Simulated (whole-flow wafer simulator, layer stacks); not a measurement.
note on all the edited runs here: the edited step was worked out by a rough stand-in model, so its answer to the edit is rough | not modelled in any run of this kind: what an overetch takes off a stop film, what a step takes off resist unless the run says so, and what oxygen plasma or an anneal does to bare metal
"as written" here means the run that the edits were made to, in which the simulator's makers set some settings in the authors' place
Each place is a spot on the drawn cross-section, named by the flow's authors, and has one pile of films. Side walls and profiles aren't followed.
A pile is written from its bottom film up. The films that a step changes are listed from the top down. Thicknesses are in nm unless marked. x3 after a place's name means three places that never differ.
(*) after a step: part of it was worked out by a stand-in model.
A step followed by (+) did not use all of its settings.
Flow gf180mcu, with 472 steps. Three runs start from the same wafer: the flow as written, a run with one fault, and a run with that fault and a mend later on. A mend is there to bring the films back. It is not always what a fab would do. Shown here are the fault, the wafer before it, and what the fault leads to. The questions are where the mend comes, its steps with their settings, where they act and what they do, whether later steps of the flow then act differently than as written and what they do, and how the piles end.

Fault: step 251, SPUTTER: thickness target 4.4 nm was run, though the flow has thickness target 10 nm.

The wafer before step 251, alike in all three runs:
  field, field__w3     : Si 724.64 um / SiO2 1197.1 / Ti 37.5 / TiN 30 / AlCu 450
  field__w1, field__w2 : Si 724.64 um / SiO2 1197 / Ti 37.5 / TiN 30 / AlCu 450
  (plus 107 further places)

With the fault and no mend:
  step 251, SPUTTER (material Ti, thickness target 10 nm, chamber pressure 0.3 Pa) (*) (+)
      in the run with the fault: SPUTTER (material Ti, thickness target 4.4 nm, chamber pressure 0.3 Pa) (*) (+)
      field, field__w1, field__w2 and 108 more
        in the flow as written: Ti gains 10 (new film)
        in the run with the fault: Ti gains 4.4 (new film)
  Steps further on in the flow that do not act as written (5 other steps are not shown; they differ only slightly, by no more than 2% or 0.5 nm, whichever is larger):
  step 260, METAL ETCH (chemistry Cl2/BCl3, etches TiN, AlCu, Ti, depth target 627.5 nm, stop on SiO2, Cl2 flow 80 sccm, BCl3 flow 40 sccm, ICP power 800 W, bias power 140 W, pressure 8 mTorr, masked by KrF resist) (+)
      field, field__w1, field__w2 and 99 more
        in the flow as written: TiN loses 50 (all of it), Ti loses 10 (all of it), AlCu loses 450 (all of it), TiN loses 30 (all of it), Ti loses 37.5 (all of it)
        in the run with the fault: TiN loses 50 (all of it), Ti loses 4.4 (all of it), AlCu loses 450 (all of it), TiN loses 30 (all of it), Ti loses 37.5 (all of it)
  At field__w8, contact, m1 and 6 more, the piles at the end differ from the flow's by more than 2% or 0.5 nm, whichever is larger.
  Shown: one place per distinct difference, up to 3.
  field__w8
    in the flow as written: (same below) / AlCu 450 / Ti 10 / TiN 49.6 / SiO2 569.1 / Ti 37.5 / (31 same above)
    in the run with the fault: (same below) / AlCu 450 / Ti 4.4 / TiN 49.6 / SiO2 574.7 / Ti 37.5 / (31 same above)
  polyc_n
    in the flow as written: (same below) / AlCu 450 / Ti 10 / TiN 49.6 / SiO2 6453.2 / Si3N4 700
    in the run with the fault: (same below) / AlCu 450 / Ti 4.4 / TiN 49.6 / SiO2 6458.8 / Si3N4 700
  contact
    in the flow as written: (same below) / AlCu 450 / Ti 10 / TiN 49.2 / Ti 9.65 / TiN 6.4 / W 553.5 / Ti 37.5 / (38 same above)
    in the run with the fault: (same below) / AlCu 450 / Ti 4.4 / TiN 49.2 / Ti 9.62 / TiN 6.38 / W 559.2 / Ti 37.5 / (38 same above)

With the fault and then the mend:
  The mend follows step 251.
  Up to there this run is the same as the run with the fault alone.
  step 251a, SPUTTER (material Ti, thickness target 5.6 nm, chamber pressure 0.3 Pa) (*) (+) (a further turn of the flow's step 251, with different settings)
      field, field__w1, field__w2 and 108 more
        Ti gains 5.6
  None of the later steps of the flow acts differently than as written at any place that is followed.
  At every place that both follow, the piles at the end match the flow's.
